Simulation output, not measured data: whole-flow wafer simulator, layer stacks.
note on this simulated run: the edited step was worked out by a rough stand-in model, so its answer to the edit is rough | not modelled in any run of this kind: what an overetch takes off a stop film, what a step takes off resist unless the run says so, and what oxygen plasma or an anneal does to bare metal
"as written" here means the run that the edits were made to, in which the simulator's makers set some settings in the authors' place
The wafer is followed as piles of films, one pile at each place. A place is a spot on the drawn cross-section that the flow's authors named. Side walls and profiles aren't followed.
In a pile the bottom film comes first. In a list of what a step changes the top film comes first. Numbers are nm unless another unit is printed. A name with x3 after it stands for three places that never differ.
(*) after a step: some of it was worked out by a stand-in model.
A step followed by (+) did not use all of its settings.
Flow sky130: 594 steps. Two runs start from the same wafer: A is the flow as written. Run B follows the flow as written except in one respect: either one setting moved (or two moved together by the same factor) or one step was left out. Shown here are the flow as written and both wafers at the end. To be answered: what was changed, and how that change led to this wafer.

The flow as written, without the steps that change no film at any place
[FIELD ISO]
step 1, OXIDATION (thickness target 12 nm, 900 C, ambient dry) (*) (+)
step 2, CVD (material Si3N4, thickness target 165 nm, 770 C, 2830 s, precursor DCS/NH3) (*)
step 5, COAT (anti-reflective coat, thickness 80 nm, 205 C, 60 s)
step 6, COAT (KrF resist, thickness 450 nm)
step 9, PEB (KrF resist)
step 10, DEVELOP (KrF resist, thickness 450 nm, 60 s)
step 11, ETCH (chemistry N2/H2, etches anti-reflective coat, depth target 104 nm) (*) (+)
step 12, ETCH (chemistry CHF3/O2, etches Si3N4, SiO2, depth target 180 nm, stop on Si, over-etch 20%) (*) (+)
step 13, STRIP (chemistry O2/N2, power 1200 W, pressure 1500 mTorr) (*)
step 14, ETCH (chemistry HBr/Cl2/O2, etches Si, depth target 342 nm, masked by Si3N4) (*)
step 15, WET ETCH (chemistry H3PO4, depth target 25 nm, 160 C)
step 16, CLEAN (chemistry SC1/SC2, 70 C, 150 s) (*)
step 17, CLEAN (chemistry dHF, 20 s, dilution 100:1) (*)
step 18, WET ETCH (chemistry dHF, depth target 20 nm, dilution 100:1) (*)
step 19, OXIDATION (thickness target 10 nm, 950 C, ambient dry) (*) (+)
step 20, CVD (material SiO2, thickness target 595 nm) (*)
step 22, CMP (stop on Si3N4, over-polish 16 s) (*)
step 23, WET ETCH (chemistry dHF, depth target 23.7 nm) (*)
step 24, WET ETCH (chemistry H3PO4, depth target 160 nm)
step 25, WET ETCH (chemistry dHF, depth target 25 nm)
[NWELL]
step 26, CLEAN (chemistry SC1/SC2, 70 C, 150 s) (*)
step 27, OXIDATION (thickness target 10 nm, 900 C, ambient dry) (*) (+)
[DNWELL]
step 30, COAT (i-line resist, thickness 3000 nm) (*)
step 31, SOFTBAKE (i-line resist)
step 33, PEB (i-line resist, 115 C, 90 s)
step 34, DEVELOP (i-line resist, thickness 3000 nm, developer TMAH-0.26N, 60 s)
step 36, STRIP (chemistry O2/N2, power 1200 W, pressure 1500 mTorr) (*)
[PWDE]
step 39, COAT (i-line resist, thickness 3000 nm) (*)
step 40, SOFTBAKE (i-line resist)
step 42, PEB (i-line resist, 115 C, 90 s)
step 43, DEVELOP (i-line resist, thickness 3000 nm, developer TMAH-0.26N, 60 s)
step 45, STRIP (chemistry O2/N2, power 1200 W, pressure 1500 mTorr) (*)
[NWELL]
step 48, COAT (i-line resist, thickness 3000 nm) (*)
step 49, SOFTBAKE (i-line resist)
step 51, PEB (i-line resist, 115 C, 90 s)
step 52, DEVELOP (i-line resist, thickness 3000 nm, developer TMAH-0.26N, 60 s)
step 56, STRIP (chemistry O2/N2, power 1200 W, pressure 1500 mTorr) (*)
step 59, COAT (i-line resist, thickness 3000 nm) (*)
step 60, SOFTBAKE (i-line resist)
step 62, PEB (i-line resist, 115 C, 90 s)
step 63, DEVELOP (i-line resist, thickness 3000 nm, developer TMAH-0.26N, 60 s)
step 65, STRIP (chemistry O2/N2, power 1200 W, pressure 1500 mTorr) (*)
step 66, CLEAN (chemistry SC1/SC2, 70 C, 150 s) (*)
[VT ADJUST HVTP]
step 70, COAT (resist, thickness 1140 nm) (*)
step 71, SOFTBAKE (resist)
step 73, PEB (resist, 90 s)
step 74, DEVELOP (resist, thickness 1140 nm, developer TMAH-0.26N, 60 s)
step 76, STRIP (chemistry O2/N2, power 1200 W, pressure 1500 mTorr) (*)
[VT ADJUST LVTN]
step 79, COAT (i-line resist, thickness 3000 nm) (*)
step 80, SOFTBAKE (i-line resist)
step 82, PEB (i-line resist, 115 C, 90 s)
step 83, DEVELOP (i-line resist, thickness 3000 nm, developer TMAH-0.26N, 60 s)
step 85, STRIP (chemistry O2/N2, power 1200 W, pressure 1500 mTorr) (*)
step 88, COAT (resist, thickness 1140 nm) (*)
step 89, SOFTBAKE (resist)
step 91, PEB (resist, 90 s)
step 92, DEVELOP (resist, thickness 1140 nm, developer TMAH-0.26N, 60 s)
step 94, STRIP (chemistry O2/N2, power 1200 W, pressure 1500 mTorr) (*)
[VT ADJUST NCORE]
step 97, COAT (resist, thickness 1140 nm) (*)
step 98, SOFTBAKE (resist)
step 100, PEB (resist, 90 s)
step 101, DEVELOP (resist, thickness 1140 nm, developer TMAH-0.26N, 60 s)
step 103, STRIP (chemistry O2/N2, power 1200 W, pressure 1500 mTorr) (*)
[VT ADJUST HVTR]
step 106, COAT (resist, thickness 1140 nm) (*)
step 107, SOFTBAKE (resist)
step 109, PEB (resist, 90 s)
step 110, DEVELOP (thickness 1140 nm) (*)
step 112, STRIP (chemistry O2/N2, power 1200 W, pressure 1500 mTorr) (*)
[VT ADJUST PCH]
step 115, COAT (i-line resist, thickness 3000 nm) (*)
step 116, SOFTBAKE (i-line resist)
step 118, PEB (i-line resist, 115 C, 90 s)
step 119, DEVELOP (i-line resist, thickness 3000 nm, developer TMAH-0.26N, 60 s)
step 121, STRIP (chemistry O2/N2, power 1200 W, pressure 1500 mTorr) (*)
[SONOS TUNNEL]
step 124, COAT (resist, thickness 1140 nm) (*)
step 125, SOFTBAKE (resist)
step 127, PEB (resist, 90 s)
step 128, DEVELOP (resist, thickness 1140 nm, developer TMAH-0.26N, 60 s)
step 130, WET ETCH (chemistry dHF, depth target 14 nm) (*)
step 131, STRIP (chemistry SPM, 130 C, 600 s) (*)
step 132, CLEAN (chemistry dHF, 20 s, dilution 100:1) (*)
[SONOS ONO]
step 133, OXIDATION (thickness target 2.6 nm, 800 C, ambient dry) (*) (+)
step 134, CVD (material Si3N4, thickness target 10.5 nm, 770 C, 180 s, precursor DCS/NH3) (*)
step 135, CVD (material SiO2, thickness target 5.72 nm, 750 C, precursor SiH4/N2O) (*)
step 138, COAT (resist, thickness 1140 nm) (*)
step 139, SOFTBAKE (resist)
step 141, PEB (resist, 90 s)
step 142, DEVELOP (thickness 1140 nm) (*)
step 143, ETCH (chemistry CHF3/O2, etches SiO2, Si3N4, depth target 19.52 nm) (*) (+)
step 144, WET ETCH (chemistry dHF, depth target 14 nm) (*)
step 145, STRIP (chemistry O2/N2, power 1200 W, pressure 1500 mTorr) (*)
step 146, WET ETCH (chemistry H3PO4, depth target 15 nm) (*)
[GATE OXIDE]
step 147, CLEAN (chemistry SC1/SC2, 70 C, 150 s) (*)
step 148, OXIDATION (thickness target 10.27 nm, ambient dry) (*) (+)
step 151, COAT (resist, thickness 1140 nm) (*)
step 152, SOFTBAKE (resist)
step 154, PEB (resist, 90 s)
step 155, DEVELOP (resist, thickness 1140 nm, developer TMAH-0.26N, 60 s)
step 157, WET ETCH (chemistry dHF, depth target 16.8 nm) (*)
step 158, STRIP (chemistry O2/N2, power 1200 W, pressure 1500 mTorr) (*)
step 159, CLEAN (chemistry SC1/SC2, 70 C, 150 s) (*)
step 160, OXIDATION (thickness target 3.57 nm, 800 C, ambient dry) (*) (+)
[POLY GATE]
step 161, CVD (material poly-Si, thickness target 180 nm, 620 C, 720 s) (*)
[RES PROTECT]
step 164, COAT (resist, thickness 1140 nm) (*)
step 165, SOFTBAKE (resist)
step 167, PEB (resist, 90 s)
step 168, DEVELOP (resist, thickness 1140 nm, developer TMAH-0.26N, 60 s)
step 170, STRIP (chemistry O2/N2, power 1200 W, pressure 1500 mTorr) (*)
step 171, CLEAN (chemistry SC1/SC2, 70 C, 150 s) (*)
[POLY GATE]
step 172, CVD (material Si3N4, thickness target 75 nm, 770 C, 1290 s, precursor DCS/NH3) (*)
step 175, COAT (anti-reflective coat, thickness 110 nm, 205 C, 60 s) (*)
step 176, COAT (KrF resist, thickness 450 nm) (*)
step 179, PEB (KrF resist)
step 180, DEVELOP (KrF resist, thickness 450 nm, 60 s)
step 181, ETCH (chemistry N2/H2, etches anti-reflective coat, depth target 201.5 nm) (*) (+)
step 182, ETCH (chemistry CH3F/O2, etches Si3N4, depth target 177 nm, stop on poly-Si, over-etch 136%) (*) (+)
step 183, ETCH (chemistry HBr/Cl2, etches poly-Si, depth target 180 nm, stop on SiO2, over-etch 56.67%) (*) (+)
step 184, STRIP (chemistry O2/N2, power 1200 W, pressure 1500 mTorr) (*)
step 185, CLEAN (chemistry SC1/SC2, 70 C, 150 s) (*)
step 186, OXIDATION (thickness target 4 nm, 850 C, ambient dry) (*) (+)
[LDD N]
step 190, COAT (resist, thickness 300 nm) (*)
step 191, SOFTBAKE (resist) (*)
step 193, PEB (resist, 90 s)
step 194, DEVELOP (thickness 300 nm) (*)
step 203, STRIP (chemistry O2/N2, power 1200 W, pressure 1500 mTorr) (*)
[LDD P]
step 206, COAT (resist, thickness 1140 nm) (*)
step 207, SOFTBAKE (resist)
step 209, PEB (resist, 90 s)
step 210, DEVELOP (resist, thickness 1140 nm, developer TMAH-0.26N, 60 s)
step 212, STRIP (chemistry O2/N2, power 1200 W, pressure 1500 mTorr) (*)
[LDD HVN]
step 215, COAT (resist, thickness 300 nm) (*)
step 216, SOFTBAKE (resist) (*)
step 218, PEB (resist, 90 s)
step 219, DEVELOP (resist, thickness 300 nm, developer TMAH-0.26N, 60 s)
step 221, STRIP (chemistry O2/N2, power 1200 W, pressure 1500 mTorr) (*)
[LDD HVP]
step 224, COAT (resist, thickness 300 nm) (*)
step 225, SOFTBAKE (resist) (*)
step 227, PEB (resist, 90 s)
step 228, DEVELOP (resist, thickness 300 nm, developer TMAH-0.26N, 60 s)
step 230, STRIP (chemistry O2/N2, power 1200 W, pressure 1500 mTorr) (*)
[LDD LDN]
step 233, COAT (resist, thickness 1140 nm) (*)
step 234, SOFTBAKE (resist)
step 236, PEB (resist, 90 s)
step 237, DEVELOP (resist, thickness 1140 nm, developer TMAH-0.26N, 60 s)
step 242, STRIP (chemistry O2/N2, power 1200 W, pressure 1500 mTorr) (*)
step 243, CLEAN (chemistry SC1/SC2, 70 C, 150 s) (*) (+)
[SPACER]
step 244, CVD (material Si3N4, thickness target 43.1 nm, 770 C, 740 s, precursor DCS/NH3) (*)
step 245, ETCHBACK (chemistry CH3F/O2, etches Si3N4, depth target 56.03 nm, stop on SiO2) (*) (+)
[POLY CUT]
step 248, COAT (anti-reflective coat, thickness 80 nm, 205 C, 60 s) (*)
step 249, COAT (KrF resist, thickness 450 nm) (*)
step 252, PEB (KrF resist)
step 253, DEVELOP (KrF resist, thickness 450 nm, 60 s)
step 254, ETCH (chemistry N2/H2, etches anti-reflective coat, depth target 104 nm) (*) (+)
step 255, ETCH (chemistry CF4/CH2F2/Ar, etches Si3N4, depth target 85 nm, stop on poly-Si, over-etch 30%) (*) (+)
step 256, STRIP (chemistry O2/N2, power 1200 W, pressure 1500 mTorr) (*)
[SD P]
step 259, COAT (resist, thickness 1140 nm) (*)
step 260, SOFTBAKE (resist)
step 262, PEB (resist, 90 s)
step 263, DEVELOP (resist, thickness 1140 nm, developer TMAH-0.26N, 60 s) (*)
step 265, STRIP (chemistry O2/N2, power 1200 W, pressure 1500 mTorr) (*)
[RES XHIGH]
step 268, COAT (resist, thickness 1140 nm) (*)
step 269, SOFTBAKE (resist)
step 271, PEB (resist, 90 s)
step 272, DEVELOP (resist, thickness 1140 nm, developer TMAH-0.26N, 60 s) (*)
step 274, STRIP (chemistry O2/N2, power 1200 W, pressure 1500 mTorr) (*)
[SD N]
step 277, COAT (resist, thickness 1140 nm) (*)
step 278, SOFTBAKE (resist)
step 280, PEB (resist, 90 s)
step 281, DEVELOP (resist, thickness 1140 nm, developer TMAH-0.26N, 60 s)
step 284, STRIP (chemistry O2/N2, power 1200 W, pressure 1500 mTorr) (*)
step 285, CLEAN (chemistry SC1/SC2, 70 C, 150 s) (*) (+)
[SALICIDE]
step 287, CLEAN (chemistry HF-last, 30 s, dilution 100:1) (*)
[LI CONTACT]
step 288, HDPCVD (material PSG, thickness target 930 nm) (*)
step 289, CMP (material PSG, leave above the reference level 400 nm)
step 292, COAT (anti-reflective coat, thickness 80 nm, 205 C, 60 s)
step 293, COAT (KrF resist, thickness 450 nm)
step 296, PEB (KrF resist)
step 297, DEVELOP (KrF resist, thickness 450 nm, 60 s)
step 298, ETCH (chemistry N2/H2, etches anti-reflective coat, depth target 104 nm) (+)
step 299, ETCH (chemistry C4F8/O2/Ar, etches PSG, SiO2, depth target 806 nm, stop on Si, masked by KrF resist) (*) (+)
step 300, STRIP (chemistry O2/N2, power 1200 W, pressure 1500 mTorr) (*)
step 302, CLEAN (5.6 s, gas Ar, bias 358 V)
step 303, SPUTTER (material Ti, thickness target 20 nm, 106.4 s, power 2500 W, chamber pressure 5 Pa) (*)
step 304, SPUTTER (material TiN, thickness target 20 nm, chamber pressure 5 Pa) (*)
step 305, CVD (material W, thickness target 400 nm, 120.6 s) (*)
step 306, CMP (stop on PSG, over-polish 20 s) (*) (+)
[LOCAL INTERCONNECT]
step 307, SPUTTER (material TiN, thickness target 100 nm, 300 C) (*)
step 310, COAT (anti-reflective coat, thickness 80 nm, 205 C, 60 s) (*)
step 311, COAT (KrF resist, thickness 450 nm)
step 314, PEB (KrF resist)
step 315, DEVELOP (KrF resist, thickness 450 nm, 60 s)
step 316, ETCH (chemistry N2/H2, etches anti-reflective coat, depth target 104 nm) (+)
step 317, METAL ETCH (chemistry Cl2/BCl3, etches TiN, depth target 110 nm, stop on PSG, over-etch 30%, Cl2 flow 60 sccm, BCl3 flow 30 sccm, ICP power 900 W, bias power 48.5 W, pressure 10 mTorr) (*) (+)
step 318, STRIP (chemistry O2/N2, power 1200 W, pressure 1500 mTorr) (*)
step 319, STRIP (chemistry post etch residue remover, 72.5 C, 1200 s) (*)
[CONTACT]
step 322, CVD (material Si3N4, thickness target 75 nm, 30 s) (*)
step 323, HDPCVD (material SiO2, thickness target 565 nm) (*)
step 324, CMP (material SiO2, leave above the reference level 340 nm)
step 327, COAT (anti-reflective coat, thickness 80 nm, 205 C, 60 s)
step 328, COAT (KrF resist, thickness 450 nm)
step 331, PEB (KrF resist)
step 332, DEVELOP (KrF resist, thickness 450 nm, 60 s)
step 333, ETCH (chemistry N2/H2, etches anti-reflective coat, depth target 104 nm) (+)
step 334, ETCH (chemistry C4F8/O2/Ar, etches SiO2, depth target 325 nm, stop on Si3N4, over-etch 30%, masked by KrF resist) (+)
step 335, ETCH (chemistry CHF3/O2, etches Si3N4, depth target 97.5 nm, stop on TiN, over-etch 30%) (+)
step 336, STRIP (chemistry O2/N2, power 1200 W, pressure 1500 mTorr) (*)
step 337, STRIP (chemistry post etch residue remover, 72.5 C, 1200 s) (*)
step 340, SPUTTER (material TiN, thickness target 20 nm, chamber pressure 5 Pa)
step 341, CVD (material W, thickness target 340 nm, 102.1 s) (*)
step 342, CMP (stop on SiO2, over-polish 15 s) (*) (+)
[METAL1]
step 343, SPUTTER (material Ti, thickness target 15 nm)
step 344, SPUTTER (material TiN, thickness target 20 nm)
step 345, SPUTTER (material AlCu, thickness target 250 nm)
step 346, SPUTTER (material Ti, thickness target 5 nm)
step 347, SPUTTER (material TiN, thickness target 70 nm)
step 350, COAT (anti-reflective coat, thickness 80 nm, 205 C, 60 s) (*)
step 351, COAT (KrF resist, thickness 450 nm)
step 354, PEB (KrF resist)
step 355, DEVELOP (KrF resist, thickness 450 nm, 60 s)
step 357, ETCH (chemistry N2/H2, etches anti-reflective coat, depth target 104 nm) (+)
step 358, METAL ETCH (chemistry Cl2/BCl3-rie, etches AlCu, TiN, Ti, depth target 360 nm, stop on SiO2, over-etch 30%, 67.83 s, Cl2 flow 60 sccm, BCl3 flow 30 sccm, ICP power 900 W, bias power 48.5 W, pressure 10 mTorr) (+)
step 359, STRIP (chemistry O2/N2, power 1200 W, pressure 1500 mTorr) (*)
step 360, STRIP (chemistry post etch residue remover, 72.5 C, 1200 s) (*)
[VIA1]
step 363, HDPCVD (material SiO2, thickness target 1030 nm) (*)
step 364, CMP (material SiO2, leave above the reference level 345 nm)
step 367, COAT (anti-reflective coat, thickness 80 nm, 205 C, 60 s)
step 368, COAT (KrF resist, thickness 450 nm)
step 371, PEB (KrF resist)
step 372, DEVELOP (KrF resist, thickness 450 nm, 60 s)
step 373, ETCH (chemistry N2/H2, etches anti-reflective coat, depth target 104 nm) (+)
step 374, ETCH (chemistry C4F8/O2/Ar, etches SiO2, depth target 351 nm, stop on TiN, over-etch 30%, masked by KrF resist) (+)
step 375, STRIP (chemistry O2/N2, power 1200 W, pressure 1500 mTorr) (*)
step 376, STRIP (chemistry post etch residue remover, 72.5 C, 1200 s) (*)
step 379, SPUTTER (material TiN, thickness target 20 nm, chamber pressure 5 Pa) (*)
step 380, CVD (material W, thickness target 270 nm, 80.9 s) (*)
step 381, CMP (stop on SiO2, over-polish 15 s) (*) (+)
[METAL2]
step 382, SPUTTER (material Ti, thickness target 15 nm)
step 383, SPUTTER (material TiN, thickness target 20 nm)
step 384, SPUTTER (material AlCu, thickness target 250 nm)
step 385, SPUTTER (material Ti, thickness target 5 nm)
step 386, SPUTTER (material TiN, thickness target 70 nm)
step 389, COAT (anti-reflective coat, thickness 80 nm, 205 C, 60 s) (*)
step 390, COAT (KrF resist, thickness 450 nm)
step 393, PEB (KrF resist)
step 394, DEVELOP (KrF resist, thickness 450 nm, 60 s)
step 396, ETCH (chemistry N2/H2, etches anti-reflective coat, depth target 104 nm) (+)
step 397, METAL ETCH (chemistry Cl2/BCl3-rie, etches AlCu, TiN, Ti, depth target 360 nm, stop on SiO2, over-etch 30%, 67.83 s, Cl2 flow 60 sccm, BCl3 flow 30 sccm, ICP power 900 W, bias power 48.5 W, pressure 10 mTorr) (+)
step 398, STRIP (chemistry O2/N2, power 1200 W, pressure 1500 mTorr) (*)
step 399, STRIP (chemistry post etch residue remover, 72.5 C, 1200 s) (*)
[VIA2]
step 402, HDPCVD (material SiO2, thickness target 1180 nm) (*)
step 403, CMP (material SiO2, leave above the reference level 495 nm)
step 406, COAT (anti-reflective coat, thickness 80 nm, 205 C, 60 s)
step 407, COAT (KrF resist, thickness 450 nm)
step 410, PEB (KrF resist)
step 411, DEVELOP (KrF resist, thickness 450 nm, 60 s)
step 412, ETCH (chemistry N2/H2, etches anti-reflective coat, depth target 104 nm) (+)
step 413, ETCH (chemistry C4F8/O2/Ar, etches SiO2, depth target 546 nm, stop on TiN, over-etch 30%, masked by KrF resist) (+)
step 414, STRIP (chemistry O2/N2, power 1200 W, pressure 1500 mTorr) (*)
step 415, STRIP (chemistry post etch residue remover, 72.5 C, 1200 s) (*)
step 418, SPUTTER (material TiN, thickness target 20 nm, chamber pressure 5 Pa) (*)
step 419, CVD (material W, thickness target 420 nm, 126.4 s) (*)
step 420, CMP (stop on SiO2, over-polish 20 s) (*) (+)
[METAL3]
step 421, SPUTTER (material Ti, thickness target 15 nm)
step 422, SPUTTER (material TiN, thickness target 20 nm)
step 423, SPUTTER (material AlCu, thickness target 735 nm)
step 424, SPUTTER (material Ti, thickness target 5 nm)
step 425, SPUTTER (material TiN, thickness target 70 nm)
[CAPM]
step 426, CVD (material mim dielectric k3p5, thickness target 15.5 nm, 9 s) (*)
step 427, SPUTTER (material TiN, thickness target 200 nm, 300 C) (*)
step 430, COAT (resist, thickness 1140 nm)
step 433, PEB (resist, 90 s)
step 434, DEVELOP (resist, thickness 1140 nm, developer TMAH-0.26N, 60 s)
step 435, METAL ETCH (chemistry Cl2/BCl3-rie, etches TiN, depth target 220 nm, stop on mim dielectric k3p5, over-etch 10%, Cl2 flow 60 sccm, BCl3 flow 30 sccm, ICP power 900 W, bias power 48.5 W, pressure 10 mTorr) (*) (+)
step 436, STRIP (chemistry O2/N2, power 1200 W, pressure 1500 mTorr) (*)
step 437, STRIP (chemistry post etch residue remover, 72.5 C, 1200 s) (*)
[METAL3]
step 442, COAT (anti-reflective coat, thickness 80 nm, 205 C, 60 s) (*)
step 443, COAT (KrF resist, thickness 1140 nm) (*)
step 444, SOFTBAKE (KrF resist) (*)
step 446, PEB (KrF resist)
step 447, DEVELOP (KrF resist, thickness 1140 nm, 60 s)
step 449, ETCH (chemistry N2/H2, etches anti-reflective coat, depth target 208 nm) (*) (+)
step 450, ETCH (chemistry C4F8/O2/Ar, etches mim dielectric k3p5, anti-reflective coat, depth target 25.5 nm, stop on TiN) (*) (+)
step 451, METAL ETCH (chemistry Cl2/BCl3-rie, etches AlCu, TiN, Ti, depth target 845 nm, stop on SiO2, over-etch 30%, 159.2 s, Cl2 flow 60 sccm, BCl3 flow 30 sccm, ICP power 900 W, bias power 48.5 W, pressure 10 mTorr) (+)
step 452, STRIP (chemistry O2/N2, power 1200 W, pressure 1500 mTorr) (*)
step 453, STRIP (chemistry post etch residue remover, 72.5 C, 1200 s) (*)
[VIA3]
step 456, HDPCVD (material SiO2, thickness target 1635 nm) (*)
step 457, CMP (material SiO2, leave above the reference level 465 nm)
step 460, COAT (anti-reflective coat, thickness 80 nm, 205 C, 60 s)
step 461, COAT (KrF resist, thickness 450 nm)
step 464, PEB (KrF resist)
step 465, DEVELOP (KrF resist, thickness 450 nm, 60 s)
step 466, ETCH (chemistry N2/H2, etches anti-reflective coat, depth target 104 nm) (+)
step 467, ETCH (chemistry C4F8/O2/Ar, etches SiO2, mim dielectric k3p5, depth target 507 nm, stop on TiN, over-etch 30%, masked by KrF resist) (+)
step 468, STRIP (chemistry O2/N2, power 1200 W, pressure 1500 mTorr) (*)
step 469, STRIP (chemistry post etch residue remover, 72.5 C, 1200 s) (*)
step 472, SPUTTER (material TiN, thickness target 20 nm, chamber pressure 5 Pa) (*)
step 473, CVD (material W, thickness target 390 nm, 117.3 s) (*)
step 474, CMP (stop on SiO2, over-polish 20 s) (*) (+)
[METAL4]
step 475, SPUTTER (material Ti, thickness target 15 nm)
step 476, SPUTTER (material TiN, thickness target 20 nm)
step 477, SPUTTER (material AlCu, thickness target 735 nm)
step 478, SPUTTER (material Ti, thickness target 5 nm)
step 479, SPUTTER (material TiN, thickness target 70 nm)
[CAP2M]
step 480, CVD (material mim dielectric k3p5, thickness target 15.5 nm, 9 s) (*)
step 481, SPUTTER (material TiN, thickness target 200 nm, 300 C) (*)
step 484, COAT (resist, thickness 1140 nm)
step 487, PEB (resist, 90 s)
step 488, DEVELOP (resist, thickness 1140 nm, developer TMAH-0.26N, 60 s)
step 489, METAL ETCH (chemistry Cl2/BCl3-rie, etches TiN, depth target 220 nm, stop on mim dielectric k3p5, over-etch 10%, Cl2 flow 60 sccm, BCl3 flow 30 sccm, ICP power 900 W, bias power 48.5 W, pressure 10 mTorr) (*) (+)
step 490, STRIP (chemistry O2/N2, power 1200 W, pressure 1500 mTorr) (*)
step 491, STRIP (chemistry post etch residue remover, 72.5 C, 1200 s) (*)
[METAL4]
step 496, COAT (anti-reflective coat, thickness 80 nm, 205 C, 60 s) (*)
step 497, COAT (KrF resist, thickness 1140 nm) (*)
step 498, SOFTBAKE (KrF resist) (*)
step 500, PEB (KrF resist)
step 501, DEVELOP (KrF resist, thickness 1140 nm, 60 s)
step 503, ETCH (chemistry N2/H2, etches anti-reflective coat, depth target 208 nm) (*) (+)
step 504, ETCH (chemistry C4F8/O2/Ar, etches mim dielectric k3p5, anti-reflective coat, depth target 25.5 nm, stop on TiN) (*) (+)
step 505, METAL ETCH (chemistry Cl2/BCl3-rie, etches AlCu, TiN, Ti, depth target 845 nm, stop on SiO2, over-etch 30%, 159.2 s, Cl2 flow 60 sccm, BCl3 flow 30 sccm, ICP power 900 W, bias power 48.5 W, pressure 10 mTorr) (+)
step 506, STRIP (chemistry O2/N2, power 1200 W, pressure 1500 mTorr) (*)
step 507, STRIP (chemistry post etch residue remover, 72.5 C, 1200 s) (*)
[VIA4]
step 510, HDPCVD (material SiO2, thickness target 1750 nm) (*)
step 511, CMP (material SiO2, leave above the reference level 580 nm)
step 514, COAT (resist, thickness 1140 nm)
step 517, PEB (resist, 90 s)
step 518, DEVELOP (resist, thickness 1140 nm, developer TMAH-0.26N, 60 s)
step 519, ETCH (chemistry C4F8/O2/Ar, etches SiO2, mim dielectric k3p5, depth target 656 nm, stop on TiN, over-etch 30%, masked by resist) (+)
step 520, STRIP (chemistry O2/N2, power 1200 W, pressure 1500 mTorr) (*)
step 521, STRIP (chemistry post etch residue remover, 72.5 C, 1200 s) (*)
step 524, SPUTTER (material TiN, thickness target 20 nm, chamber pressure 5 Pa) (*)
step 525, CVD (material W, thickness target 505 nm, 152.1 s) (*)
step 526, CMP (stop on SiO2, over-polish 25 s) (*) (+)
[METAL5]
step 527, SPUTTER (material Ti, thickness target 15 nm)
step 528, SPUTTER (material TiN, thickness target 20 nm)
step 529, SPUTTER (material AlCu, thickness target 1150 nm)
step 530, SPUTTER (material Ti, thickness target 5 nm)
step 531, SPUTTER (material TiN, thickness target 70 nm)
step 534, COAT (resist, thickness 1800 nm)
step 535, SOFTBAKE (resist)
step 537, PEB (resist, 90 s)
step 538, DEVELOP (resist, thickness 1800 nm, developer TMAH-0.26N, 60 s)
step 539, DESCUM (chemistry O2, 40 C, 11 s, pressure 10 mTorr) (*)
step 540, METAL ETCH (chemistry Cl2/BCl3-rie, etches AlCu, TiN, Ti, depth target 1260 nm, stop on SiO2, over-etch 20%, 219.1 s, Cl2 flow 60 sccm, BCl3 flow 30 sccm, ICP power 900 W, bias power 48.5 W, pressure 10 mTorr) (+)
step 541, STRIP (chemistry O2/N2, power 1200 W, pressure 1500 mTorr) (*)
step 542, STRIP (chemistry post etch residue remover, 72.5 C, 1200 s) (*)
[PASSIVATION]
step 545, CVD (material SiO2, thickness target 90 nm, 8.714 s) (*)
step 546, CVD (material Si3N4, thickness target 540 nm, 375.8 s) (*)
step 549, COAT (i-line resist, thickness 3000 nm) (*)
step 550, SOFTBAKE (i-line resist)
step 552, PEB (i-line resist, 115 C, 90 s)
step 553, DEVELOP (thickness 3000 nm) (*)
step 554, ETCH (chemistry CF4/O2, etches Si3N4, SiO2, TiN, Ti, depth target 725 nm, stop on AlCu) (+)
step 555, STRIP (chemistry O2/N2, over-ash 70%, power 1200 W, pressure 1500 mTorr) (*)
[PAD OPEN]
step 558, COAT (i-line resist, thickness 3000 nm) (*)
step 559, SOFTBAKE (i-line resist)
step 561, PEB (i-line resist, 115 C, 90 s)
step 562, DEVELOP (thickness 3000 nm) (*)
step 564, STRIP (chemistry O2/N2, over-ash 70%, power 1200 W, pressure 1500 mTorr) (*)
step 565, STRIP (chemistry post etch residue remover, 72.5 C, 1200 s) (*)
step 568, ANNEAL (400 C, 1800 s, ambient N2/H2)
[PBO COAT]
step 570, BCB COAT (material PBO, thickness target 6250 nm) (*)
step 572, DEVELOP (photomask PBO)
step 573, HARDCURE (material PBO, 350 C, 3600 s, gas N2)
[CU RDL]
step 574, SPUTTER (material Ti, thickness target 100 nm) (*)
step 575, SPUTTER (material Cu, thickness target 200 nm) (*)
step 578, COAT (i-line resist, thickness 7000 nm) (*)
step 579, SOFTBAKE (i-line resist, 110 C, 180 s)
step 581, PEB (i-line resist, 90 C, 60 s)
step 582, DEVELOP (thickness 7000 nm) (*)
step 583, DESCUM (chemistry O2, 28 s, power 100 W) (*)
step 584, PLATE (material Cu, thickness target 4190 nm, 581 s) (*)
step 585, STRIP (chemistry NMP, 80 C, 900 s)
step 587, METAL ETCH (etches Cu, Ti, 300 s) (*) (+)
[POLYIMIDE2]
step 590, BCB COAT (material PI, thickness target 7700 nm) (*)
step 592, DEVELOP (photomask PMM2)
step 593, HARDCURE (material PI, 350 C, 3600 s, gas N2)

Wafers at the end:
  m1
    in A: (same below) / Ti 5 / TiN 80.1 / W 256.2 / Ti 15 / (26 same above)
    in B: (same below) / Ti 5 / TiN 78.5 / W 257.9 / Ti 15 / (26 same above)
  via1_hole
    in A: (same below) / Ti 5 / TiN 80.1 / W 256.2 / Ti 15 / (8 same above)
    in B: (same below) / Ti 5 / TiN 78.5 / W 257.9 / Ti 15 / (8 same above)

The reason: step 379, SPUTTER: thickness target 17 nm was run, though the flow has thickness target 20 nm.

Step by step, how the change led to this:
  step 379, SPUTTER (material TiN, thickness target 20 nm, chamber pressure 5 Pa) (*)
      field, active, n_well and 186 more: A +20 TiN (new film) | B +17 TiN (new film)
      m1: A +11 TiN | B +9.33 TiN
      (and at 1 other place as well)
  step 381, CMP (stop on SiO2, over-polish 15 s) (*) (+)
      field, active, n_well and 186 more: A -270 W (all of it), -20 TiN (all of it), -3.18 SiO2 | B -270 W (all of it), -17 TiN (all of it), -3.18 SiO2
